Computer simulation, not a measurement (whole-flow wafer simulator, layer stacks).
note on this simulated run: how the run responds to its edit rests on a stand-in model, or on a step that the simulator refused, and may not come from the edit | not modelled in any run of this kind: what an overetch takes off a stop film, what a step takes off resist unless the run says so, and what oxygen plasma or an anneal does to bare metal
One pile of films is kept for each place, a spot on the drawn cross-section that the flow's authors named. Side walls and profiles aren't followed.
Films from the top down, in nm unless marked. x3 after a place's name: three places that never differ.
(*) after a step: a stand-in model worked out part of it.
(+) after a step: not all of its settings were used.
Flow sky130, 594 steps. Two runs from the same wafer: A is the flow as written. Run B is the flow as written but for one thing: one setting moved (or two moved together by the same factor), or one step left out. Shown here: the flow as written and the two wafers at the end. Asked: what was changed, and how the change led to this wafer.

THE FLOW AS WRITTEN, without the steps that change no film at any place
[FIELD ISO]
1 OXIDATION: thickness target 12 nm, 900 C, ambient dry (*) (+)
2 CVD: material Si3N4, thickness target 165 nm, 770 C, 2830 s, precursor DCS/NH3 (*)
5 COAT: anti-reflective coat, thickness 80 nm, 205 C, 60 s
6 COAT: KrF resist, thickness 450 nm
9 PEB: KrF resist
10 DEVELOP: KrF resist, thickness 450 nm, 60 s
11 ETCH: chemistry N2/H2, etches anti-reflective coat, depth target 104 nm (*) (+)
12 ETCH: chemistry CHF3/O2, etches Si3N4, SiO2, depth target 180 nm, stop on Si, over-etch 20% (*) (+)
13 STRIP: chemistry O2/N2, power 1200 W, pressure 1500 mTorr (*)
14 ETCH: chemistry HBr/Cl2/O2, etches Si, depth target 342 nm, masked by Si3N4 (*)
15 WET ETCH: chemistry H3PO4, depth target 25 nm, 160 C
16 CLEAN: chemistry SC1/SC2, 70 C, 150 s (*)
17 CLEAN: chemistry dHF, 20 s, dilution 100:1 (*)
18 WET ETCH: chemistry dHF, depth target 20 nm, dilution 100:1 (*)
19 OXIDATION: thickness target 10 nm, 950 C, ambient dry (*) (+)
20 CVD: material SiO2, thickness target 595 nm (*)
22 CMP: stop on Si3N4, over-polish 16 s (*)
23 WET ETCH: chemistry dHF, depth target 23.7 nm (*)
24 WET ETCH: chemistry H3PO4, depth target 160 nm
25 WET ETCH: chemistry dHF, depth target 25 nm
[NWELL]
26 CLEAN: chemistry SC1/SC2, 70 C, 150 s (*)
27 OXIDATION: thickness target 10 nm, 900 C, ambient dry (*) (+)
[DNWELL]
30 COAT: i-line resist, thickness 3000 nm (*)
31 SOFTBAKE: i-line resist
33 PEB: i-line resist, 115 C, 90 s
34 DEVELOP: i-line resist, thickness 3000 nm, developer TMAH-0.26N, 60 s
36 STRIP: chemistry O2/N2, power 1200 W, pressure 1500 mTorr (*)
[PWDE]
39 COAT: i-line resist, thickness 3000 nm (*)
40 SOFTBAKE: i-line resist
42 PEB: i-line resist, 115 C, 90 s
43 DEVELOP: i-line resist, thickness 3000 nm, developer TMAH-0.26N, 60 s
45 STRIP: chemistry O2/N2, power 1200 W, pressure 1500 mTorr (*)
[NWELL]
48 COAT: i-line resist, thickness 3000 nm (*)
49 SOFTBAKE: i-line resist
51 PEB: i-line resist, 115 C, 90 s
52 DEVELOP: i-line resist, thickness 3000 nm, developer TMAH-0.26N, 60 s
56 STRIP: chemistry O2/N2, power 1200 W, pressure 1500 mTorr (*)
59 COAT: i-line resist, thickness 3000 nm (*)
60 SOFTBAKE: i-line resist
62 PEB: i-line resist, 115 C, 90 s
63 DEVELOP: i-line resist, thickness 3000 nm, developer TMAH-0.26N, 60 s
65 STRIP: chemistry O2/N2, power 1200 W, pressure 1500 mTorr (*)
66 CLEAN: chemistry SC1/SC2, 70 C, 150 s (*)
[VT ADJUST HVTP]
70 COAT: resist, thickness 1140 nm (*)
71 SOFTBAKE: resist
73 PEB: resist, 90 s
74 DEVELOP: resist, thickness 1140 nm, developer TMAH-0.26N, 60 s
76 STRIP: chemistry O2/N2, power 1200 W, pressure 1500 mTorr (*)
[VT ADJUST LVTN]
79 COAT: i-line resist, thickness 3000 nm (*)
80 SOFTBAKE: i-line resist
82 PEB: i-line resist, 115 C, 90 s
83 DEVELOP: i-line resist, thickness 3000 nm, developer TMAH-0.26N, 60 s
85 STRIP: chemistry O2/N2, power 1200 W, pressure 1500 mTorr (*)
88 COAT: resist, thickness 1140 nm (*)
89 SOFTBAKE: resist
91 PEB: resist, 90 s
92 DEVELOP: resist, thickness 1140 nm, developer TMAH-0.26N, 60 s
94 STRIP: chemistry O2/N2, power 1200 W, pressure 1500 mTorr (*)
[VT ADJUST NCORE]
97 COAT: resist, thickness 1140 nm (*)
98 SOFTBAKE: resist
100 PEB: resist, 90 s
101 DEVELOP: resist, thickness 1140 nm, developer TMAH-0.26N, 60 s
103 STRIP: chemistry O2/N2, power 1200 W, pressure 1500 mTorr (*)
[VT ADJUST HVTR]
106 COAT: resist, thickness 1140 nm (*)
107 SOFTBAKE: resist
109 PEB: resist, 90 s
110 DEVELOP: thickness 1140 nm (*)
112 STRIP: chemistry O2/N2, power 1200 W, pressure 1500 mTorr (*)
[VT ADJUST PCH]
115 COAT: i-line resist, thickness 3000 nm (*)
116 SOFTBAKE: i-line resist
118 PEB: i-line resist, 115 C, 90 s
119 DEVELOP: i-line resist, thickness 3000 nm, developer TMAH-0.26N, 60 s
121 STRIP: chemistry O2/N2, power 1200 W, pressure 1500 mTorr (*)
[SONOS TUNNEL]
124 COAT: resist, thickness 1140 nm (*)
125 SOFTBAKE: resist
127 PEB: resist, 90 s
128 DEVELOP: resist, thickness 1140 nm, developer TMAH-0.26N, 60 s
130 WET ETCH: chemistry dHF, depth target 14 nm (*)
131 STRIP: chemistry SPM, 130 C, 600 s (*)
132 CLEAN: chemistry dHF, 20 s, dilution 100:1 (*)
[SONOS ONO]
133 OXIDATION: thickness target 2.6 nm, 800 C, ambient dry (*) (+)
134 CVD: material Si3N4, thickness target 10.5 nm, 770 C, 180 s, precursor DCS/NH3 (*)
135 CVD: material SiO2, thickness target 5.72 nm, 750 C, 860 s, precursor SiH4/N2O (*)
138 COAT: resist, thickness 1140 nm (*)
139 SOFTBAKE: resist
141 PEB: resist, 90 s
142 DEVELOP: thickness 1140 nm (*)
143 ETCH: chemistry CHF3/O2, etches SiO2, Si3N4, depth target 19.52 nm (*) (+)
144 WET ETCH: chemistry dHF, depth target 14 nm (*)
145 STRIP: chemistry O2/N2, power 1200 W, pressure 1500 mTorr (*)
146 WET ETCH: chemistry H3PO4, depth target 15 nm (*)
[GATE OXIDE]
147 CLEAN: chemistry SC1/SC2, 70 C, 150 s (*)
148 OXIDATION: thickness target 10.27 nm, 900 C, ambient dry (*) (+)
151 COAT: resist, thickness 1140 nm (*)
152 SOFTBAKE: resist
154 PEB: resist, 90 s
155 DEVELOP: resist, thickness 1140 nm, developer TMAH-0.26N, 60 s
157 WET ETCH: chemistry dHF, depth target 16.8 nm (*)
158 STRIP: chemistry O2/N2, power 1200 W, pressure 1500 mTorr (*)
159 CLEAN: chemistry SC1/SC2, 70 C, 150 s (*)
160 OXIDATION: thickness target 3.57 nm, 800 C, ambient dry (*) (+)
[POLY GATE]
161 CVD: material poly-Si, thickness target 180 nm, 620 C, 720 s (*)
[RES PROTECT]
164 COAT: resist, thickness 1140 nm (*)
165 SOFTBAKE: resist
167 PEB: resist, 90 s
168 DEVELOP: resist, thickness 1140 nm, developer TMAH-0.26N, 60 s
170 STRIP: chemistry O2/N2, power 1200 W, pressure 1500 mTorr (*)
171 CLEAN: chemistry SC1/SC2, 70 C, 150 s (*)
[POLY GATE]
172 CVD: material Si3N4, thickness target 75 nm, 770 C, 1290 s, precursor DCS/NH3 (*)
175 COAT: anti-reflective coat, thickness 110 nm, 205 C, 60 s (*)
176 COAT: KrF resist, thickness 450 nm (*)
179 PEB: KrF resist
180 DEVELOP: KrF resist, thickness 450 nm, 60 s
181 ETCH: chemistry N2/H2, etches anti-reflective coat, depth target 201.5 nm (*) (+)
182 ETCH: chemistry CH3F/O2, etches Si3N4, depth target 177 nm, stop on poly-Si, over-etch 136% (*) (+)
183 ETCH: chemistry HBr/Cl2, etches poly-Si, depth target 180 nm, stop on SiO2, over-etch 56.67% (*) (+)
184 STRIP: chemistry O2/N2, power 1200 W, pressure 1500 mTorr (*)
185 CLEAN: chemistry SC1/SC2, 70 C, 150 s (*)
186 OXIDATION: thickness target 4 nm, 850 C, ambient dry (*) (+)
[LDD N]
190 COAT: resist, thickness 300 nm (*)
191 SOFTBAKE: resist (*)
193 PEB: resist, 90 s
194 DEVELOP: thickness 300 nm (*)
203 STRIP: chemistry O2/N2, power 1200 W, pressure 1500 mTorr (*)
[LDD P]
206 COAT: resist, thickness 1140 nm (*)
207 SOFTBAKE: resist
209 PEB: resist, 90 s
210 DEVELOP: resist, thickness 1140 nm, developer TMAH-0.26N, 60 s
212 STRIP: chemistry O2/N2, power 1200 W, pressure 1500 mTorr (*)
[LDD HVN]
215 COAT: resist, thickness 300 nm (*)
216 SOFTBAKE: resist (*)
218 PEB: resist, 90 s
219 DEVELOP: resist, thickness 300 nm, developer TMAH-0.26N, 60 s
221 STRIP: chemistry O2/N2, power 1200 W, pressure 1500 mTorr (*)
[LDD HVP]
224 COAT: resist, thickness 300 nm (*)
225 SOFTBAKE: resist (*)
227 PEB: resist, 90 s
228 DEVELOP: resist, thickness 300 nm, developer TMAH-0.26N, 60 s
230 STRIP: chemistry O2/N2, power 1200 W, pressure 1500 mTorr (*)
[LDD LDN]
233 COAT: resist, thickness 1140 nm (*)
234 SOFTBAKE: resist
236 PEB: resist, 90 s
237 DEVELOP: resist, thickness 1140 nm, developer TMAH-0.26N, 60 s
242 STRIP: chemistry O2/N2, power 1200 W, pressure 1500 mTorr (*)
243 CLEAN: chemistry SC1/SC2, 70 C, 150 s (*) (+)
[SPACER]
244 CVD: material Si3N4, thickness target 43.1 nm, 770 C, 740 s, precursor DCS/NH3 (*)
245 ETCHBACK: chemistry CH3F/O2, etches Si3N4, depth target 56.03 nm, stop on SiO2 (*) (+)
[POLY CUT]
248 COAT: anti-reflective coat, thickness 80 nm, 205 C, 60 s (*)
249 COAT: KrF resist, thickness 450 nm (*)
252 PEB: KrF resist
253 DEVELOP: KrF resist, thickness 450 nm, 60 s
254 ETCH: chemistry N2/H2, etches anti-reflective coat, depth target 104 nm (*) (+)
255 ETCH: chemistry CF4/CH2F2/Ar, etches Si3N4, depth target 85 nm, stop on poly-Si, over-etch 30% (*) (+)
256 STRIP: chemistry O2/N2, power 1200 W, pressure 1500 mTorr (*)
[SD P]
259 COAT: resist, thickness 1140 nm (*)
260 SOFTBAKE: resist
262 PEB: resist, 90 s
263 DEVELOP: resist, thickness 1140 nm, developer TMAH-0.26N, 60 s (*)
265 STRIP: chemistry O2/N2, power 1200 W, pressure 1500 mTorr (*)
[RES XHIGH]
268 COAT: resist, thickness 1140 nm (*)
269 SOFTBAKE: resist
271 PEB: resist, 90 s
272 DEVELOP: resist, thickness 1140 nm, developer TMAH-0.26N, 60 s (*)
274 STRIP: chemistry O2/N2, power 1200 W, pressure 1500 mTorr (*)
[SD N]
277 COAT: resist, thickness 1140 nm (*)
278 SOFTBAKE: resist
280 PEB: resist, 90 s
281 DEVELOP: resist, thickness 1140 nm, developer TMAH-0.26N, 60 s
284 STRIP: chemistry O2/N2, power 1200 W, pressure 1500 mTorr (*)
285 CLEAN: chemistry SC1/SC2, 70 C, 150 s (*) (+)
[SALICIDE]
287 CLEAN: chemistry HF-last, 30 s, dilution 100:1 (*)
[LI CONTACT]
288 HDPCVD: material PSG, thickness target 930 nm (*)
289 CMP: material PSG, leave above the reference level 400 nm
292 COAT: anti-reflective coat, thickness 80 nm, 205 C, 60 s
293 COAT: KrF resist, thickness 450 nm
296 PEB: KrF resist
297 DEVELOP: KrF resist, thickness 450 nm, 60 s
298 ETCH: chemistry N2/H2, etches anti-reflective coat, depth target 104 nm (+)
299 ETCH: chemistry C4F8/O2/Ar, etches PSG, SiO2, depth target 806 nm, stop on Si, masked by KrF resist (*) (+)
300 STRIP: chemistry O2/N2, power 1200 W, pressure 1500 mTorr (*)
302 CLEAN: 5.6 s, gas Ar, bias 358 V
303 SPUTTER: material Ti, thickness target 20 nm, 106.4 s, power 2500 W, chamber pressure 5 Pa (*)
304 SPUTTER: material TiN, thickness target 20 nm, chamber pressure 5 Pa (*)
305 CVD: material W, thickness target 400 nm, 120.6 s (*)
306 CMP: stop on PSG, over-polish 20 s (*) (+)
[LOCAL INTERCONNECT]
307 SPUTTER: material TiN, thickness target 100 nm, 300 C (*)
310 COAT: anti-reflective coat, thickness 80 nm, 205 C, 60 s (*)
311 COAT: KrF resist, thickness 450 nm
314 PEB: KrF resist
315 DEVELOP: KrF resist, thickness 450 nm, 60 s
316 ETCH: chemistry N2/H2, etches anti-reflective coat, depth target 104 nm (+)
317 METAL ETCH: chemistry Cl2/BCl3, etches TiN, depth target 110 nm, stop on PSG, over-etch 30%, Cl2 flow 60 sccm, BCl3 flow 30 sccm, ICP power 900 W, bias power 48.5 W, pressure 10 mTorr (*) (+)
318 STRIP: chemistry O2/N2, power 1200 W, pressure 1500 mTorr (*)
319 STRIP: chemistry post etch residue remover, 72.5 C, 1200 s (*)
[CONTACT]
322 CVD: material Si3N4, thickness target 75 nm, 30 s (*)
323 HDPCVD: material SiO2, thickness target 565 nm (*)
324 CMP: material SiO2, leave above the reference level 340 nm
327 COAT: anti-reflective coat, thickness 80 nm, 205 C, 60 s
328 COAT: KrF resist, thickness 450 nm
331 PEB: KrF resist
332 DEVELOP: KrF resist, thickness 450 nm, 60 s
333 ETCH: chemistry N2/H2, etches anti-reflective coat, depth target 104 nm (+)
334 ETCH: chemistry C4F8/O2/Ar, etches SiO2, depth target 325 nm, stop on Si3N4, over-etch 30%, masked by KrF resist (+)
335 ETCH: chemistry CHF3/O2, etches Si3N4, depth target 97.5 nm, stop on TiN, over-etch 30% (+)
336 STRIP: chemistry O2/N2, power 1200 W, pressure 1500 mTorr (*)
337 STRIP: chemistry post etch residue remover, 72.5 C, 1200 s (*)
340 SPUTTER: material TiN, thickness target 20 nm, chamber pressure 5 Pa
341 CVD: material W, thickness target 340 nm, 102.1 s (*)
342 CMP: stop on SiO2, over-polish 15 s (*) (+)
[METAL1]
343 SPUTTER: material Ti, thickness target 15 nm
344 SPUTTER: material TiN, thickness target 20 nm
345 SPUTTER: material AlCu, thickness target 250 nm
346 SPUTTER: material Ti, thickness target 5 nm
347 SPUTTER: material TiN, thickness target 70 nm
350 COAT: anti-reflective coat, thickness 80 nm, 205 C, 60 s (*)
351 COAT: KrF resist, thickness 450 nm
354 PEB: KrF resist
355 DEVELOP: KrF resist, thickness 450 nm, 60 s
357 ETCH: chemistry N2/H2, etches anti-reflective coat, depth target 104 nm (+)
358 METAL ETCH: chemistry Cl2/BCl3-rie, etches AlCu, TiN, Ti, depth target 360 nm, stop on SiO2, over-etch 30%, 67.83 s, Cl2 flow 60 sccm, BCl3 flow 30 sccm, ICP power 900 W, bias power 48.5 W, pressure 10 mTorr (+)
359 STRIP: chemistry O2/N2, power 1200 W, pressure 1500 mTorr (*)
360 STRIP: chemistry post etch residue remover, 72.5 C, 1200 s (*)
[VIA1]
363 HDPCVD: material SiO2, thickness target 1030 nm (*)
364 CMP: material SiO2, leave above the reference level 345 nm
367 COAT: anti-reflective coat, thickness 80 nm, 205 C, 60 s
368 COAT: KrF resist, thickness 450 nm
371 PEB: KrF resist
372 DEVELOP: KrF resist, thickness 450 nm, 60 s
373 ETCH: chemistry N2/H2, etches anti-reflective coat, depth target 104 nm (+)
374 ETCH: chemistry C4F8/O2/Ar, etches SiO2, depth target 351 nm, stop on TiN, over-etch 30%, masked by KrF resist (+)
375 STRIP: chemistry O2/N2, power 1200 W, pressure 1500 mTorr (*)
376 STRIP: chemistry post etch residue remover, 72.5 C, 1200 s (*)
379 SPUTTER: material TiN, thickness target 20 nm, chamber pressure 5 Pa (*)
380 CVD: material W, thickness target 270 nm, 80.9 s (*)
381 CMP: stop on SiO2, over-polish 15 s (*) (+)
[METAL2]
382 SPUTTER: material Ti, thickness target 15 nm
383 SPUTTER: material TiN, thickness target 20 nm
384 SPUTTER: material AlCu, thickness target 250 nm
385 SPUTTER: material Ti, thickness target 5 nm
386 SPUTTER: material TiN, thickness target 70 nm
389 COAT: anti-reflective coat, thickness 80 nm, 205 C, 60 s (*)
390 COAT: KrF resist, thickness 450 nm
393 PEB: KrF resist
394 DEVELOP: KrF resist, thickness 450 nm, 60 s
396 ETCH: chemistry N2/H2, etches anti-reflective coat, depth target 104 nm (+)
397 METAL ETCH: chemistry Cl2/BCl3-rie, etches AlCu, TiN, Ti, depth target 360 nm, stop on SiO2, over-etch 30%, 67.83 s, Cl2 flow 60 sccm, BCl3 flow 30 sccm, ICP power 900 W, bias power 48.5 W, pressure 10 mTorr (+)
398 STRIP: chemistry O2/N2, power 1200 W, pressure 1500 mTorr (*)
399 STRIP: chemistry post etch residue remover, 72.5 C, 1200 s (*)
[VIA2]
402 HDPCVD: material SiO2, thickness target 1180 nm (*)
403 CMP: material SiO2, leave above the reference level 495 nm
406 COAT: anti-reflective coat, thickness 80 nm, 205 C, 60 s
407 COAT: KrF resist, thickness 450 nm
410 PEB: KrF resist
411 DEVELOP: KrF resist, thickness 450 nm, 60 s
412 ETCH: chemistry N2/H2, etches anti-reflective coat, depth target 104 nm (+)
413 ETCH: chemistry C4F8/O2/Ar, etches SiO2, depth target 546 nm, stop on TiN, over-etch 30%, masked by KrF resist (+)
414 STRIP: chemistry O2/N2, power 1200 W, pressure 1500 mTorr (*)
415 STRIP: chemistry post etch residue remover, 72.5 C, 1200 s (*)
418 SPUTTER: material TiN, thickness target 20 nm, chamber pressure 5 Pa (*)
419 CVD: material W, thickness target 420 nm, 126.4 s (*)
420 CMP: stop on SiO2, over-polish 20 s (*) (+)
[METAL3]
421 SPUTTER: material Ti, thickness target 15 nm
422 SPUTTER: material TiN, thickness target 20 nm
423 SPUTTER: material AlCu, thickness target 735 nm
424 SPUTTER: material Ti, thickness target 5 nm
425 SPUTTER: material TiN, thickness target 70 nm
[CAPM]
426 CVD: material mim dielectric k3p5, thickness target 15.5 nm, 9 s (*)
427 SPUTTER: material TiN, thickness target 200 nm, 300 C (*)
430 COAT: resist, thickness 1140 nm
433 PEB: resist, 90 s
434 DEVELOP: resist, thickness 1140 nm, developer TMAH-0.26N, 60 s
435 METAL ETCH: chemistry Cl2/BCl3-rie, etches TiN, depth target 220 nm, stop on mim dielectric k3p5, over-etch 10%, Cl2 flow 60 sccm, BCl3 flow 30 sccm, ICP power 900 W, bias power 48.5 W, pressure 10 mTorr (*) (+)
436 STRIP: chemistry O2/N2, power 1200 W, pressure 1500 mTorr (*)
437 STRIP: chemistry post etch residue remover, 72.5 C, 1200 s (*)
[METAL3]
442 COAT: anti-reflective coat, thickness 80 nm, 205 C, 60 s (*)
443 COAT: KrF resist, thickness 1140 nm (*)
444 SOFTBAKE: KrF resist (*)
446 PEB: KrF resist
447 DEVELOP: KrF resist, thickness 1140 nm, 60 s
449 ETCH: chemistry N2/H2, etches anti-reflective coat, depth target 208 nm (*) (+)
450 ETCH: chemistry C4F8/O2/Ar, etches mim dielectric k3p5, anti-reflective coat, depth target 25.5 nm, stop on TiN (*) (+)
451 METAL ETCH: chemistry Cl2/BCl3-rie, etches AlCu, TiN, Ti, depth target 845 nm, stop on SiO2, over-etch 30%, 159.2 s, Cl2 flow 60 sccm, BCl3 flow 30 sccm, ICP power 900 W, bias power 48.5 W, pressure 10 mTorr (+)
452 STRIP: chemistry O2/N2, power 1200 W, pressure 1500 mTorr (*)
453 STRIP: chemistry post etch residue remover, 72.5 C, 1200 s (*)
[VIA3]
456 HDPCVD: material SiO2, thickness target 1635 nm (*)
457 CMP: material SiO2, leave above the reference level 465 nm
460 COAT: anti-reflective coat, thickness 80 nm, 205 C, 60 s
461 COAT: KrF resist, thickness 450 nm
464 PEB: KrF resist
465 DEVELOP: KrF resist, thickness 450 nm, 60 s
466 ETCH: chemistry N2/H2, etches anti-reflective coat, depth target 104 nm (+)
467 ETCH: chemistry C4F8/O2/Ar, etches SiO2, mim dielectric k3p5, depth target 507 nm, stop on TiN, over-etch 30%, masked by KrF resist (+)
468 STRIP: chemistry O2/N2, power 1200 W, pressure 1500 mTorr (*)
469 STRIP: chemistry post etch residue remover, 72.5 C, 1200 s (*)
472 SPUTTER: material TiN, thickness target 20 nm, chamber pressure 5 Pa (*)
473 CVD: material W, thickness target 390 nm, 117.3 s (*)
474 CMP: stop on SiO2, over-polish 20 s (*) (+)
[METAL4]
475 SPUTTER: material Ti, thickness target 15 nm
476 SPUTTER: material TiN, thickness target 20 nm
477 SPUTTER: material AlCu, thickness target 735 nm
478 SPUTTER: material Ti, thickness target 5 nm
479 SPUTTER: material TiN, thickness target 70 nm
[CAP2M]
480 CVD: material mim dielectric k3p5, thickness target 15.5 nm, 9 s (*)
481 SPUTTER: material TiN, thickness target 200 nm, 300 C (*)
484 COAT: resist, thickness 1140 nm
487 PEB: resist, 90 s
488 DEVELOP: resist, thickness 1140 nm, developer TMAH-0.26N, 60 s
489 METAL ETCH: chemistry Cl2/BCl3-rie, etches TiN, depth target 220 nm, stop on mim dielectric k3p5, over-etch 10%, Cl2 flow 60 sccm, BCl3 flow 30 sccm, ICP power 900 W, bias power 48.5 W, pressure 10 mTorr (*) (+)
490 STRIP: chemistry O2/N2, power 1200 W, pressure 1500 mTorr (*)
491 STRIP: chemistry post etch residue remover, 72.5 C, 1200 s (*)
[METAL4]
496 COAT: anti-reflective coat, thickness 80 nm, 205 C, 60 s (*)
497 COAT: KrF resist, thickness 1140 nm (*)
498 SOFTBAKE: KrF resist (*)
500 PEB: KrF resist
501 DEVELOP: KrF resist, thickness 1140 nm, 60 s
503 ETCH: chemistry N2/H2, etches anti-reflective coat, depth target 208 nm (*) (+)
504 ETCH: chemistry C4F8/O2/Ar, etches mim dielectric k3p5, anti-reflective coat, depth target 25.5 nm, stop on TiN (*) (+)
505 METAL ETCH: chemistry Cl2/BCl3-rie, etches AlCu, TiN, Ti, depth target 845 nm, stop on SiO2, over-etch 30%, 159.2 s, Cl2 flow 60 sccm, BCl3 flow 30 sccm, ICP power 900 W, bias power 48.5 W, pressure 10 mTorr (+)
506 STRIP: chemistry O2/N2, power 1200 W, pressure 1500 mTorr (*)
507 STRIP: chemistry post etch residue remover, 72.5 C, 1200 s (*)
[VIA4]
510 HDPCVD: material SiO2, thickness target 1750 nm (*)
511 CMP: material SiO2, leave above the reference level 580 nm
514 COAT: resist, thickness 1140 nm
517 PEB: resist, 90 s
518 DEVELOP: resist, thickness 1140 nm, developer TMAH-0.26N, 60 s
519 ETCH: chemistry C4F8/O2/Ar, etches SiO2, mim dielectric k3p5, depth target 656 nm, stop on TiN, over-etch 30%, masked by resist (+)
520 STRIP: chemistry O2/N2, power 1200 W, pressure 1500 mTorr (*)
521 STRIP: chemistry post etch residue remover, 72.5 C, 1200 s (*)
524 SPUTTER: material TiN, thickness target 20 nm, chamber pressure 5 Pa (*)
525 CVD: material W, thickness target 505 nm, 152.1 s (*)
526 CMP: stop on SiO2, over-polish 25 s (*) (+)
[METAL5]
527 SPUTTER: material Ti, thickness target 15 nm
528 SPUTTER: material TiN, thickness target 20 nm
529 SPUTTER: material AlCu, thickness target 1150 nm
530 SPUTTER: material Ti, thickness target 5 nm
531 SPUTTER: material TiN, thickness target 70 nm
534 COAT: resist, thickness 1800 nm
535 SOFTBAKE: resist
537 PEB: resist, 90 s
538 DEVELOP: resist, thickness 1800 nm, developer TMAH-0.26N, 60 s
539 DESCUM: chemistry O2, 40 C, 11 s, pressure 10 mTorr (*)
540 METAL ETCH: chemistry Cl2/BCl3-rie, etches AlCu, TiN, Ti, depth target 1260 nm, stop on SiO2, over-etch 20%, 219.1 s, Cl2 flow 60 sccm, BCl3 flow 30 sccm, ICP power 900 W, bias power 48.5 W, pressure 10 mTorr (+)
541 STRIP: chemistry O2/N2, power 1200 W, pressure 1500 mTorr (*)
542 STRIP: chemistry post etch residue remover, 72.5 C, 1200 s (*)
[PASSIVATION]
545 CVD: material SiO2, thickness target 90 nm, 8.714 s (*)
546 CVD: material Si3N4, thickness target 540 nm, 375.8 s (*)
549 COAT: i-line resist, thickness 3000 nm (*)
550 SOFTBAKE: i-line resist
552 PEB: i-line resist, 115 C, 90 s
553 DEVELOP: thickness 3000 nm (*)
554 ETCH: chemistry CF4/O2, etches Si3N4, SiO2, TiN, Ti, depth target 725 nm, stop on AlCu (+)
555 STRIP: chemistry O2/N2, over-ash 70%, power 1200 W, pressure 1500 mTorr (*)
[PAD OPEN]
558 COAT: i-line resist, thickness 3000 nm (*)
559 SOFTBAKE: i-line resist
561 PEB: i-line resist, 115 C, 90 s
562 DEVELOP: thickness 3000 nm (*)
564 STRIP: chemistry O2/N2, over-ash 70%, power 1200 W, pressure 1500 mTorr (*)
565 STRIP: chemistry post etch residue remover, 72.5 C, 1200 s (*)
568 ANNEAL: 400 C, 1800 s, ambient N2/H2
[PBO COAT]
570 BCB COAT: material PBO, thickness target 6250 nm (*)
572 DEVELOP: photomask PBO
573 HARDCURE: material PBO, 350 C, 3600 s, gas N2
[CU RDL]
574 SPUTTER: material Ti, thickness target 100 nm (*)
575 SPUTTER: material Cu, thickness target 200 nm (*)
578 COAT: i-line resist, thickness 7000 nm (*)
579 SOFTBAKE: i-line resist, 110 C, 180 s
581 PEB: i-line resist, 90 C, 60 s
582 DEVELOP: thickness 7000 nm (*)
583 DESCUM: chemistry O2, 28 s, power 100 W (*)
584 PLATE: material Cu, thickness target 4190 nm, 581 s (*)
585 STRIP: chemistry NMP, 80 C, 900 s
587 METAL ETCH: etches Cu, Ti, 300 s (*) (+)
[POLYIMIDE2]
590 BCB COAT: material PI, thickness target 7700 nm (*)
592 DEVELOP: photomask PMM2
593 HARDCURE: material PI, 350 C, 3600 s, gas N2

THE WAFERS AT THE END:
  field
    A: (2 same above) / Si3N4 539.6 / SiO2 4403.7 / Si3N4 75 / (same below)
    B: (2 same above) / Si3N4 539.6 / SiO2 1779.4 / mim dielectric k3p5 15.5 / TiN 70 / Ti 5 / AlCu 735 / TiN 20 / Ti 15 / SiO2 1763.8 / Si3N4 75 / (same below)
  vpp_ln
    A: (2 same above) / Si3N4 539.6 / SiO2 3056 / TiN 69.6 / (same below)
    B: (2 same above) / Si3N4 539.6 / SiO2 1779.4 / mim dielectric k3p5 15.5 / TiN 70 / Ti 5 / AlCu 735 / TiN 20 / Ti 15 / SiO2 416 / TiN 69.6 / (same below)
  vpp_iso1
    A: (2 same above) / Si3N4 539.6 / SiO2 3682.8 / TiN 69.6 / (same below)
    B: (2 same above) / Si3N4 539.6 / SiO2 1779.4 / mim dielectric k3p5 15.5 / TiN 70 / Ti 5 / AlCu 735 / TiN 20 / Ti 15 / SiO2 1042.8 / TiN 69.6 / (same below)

The cause: step 449, ETCH: chemistry N2/H2, etches anti-reflective coat, depth target 208 nm (*) (+), was left out.

How the change led to this, step by step:
  450 ETCH: chemistry C4F8/O2/Ar, etches mim dielectric k3p5, anti-reflective coat, depth target 25.5 nm, stop on TiN (*) (+)
      field, active, gate and 82 more: A mim dielectric k3p5 -15.5 (all of it) | B anti-reflective coat -25.5
      n_well, p_well, gate_hv and 104 more: A KrF resist -15.5 | B KrF resist -17
  451 METAL ETCH: chemistry Cl2/BCl3-rie, etches AlCu, TiN, Ti, depth target 845 nm, stop on SiO2, over-etch 30%, 159.2 s, Cl2 flow 60 sccm, BCl3 flow 30 sccm, ICP power 900 W, bias power 48.5 W, pressure 10 mTorr (+)
      iso_guard, vpp_sp, vpp_guard and 50 more: A TiN -70 (all of it), Ti -5 (all of it), AlCu -735 (all of it), TiN -20 (all of it), Ti -15 (all of it), SiO2 -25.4 | B anti-reflective coat -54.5 (all of it)
      vpp_ln, vpp_iso2, vpp_l1ln and 7 more: A TiN -70 (all of it), Ti -5 (all of it), AlCu -735 (all of it), TiN -20 (all of it), Ti -15 (all of it), SiO2 -25.3 | B anti-reflective coat -54.5 (all of it)
      (and at 22 more places)
  452 STRIP: chemistry O2/N2, power 1200 W, pressure 1500 mTorr (*)
      n_well, p_well, gate_hv and 80 more: A KrF resist -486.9 (all of it), anti-reflective coat -80 (all of it) | B KrF resist -552.1 (all of it), anti-reflective coat -80 (all of it)
      m1, via2_hole: A KrF resist -487 (all of it), anti-reflective coat -80.5 (all of it) | B KrF resist -552.2 (all of it), anti-reflective coat -80.5 (all of it)
      (and at 22 more places)
  456 HDPCVD: material SiO2, thickness target 1635 nm (*)
      field, active, gate and 82 more: A SiO2 +1635 | B SiO2 +1635 (new film)
  457 CMP: material SiO2, leave above the reference level 465 nm
      field, active, gate and 82 more: A SiO2 -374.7 | B SiO2 -1260.5
Counting metal films that touch as one body, field has 1 body; the flow as written gives 0 bodies.
Counting metal films that touch as one body, vpp_ln has 3 bodies (between them, from the top down: SiO2 416; SiO2 267.2); the flow as written gives 2 bodies (between them, from the top down: SiO2 267.2).
Counting metal films that touch as one body, vpp_iso1 has 2 bodies (between them, from the top down: SiO2 1042.8); the flow as written gives 1 body.
